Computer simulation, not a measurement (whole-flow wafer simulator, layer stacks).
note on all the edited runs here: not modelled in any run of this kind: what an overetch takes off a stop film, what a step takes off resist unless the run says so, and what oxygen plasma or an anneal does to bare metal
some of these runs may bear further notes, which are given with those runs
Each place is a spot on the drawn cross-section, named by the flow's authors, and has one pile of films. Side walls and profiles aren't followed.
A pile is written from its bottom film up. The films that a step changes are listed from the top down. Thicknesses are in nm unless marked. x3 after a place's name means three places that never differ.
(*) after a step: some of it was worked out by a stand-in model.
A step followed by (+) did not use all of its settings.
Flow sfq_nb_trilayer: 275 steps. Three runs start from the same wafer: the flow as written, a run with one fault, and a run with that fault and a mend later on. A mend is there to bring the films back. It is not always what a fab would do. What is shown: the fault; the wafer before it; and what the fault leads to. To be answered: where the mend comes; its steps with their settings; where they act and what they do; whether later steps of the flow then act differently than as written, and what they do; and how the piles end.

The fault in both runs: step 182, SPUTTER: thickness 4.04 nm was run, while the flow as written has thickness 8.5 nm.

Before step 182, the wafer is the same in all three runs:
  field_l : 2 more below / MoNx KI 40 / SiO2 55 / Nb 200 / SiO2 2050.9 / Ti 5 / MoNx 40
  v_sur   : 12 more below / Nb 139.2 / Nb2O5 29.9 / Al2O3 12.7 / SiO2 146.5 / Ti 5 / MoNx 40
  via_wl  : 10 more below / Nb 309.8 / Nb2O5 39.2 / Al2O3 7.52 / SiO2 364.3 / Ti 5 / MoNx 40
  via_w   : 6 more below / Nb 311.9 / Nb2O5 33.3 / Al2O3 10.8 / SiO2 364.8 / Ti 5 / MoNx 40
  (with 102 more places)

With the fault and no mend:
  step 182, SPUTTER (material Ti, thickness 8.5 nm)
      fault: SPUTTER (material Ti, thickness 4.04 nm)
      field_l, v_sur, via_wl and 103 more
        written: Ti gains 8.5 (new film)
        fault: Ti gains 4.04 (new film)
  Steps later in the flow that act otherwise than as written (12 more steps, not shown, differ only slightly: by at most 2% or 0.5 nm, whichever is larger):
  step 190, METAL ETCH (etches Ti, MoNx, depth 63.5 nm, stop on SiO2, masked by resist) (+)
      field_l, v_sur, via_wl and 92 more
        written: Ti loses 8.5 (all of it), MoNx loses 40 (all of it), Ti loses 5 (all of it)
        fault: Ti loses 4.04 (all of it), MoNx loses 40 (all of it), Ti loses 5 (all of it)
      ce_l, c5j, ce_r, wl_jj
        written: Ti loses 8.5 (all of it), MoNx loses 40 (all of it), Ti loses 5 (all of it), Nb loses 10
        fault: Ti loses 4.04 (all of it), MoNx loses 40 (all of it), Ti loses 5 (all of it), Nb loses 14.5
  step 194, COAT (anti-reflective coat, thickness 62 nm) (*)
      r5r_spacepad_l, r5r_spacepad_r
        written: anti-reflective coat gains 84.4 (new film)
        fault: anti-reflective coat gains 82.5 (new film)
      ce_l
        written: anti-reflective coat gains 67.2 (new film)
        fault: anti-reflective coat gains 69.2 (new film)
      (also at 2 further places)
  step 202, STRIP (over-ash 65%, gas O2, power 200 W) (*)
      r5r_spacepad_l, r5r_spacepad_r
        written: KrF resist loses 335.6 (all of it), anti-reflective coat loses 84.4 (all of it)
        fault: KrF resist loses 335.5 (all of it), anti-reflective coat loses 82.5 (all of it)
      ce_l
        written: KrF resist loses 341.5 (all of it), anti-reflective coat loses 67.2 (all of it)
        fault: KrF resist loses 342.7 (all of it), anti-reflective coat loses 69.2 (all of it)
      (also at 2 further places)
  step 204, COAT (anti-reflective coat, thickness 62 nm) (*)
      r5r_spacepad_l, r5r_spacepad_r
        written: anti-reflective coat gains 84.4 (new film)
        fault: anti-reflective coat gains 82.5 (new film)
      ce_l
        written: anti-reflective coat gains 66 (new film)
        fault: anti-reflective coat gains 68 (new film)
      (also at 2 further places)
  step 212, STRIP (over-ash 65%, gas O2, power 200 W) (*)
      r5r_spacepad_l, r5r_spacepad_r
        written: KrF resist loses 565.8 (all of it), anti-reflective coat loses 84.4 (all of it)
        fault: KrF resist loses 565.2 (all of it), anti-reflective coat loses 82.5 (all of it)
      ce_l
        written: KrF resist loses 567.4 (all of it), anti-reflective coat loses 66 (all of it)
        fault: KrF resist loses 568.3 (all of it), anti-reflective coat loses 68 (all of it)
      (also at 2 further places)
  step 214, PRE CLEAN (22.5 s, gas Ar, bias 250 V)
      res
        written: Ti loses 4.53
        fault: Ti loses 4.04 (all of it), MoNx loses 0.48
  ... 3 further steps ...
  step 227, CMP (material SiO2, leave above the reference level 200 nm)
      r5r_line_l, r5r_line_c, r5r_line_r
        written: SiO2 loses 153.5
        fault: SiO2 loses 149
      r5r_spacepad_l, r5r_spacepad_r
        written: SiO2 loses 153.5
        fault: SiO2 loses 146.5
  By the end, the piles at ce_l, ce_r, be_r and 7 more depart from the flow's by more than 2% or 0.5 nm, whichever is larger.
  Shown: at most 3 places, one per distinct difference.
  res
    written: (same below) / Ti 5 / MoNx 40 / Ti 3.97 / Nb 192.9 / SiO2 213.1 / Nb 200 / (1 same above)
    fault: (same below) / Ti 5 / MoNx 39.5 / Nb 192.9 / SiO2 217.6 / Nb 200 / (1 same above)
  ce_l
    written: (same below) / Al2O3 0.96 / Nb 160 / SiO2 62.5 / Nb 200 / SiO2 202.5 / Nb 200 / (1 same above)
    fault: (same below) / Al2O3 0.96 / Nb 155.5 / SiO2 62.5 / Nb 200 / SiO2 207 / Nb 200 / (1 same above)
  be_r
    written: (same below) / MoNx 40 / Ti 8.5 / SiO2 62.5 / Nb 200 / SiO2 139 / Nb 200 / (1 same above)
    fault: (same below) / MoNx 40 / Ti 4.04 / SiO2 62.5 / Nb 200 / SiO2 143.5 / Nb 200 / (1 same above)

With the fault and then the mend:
  After step 188 comes the mend.
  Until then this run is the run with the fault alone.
  step 188a, STRIP (over-ash 65%, gas O2, power 200 W) (*)
      field_l, v_sur, via_wl and 96 more
        anti-reflective coat loses 62 (all of it)
      be_r, r_sur, res, r_end, r5r_line_l, r5r_line_c, r5r_line_r
        KrF resist loses 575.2 (all of it), anti-reflective coat loses 62 (all of it)
  step 188b, SPUTTER (material Ti, thickness 4.46 nm) (the flow's step 182 again, with other settings)
      field_l, v_sur, via_wl and 103 more
        Ti gains 4.46
  step 188c, COAT (anti-reflective coat, thickness 62 nm) (the flow's step 183 again)
      field_l, v_sur, via_wl and 103 more
        anti-reflective coat gains 62 (new film)
  step 188d, COAT (KrF resist, thickness 600 nm) (the flow's step 184 again)
      field_l, v_sur, via_wl and 103 more
        KrF resist gains 600 (new film)
  step 188e, SOFTBAKE (KrF resist) (the flow's step 185 again)
      does not change any film at any place that is followed
  step 188f, EXPOSE (photomask R5, dose 12.12 mJ/cm2, NA 0.6, wavelength 248 nm) (*) (the flow's step 186 again)
      does not change any film at any place that is followed
  step 188g, PEB (KrF resist, 90 s) (the flow's step 187 again)
      field_l, v_sur, via_wl and 103 more
        KrF resist loses 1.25
  step 188h, DEVELOP (KrF resist, thickness 600 nm, 60 s) (the flow's step 188 again)
      field_l, v_sur, via_wl and 96 more
        KrF resist loses 598.7 (all of it)
      be_r, r_sur, res, r_end, r5r_line_l, r5r_line_c, r5r_line_r
        KrF resist loses 23.5
  Later steps of the flow that are run all act as written at every place that is followed.
  The piles end the same as the flow's at every place that both follow.
